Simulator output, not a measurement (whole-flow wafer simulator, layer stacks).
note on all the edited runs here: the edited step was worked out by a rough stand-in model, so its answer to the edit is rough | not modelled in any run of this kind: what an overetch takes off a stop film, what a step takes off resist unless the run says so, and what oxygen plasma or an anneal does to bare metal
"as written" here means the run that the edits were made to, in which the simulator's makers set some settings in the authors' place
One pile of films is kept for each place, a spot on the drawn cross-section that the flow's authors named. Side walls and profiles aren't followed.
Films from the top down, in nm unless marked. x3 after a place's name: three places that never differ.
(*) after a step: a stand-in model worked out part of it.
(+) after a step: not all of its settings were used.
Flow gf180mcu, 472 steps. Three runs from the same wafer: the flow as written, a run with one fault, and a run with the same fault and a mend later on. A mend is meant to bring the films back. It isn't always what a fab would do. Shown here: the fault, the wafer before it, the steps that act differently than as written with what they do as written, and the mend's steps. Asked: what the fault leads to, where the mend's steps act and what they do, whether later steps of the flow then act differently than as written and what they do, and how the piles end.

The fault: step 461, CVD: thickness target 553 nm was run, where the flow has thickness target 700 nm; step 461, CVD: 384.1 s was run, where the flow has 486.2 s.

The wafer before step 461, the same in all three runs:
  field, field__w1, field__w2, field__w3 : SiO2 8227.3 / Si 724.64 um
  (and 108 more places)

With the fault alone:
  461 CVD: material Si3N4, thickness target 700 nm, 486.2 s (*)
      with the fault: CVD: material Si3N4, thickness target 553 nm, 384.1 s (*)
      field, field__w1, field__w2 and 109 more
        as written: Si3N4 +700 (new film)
        with the fault: Si3N4 +553 (new film)
  Later steps of the flow that act differently than as written (4 more steps differ only slightly, by at most 2% or 0.5 nm, whichever is larger, and aren't shown):
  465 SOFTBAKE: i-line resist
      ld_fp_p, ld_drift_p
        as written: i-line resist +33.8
        with the fault: i-line resist +33.1
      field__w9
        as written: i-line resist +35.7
        with the fault: i-line resist +34.9
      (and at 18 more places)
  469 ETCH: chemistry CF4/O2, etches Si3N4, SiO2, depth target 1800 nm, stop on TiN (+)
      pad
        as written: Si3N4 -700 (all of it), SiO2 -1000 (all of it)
        with the fault: Si3N4 -553 (all of it), SiO2 -1000 (all of it)
  At the end the piles differ from the flow's by more than 2% or 0.5 nm, whichever is larger, at field, field__w1, field__w2 and 108 more.
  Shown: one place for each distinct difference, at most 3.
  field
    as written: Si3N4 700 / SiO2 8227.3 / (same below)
    with the fault: Si3N4 553 / SiO2 8227.3 / (same below)
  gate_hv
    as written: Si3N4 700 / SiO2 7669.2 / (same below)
    with the fault: Si3N4 553 / SiO2 7669.2 / (same below)
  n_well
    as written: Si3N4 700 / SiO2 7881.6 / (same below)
    with the fault: Si3N4 553 / SiO2 7881.6 / (same below)

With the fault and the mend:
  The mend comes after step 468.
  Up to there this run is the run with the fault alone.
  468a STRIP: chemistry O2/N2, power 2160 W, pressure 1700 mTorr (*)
      iso_ptap_pw, iso_ntap_nw, iso_nw_fld and 33 more
        i-line resist -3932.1 (all of it)
      p_well, sti, spacer, sd_n, mim_1p0, dice_street
        i-line resist -3938.2 (all of it)
      n_well, sd_p, gate_p, nw_enc_fld_lv__w3
        i-line resist -3976.4 (all of it)
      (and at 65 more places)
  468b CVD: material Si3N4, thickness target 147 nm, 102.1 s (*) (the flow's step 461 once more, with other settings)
      field, field__w1, field__w2 and 109 more
        Si3N4 +147.1
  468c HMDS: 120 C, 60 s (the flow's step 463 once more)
      changes no film at any place that is followed
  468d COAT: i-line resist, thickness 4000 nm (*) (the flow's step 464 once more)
      iso_ptap_pw, iso_ntap_nw, iso_nw_fld and 33 more
        i-line resist +4000 (new film)
      field__w9, field__w13, sd_p_hv, gate_p_hv, nplus_u, npoly_u
        i-line resist +4017 (new film)
      p_well, sti, spacer, sd_n, mim_1p0, dice_street
        i-line resist +4006.3 (new film)
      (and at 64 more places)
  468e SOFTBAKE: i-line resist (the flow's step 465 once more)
      ld_acc_p, ld_fp_p, ld_drift_p
        i-line resist +33.8
      field__w2, field_sub__w4
        i-line resist +33.4
      field__w11, field__w13
        i-line resist +37.6
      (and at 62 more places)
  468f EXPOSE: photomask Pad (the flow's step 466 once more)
      changes no film at any place that is followed
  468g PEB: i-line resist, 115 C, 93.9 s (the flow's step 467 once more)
      iso_ptap_pw, iso_ntap_nw, iso_nw_fld and 33 more
        i-line resist -67.9
      field, field__w2, field__w3 and 25 more
        i-line resist -68.8
      field_sub, field_sub__w1, field_sub__w2 and 23 more
        i-line resist -68.7
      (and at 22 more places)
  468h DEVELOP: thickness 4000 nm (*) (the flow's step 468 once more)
      field__w5, field__w7, field__w13 and 13 more
        i-line resist -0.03
      pad
        i-line resist -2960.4 (all of it)
  No later step of the flow acts differently than as written, at any place that is followed, by more than 2% or 0.5 nm, whichever is larger.
  At the end the piles differ from the flow's only slightly at the places that both follow, by at most 2% or 0.5 nm, whichever is larger.
